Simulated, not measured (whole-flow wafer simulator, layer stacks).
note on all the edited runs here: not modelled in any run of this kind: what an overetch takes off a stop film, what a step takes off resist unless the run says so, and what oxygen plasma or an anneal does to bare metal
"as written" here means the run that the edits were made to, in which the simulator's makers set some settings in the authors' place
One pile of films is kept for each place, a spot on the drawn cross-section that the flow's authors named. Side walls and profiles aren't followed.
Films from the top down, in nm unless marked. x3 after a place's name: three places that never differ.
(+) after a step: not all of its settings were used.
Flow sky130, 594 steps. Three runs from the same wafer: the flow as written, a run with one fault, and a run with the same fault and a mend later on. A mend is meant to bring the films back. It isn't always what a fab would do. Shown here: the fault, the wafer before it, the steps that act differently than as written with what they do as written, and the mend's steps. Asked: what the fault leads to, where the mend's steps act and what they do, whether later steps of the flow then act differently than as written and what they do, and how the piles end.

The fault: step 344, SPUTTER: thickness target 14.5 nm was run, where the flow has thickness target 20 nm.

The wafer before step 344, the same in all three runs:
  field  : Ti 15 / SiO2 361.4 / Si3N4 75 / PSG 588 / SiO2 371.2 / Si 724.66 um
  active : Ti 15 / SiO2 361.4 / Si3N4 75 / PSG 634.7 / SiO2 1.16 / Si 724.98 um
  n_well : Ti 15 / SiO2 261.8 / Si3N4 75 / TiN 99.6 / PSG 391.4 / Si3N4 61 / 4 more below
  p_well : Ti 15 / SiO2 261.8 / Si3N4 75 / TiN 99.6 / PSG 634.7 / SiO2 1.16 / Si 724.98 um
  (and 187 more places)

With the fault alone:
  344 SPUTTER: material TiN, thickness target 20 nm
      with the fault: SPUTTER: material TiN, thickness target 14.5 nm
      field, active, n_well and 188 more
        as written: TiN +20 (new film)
        with the fault: TiN +14.5 (new film)
  Later steps of the flow that act differently than as written (4 more steps differ only slightly, by at most 2% or 0.5 nm, whichever is larger, and aren't shown):
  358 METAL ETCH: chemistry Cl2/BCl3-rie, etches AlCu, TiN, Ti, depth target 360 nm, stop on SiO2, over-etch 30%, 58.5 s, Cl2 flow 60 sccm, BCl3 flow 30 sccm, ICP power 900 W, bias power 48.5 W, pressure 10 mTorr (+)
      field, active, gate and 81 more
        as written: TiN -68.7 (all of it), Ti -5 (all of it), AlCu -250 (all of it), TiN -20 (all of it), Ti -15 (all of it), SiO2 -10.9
        with the fault: TiN -68.7 (all of it), Ti -5 (all of it), AlCu -250 (all of it), TiN -14.5 (all of it), Ti -15 (all of it), SiO2 -11.5
  At the end the piles differ from the flow's by more than 2% or 0.5 nm, whichever is larger, at n_well, p_well, gate_hv and 104 more.
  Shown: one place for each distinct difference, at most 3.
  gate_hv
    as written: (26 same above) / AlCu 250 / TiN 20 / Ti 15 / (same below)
    with the fault: (26 same above) / AlCu 250 / TiN 14.5 / Ti 15 / (same below)
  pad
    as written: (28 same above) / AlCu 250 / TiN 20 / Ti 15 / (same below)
    with the fault: (28 same above) / AlCu 250 / TiN 14.5 / Ti 15 / (same below)
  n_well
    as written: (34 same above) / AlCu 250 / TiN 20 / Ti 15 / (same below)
    with the fault: (34 same above) / AlCu 250 / TiN 14.5 / Ti 15 / (same below)

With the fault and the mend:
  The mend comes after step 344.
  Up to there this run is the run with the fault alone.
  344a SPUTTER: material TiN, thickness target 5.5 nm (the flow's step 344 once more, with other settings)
      field, active, n_well and 188 more
        TiN +5.5
  No later step of the flow acts differently than as written at any place that is followed.
  At the end the piles are the same as the flow's at every place that both follow.
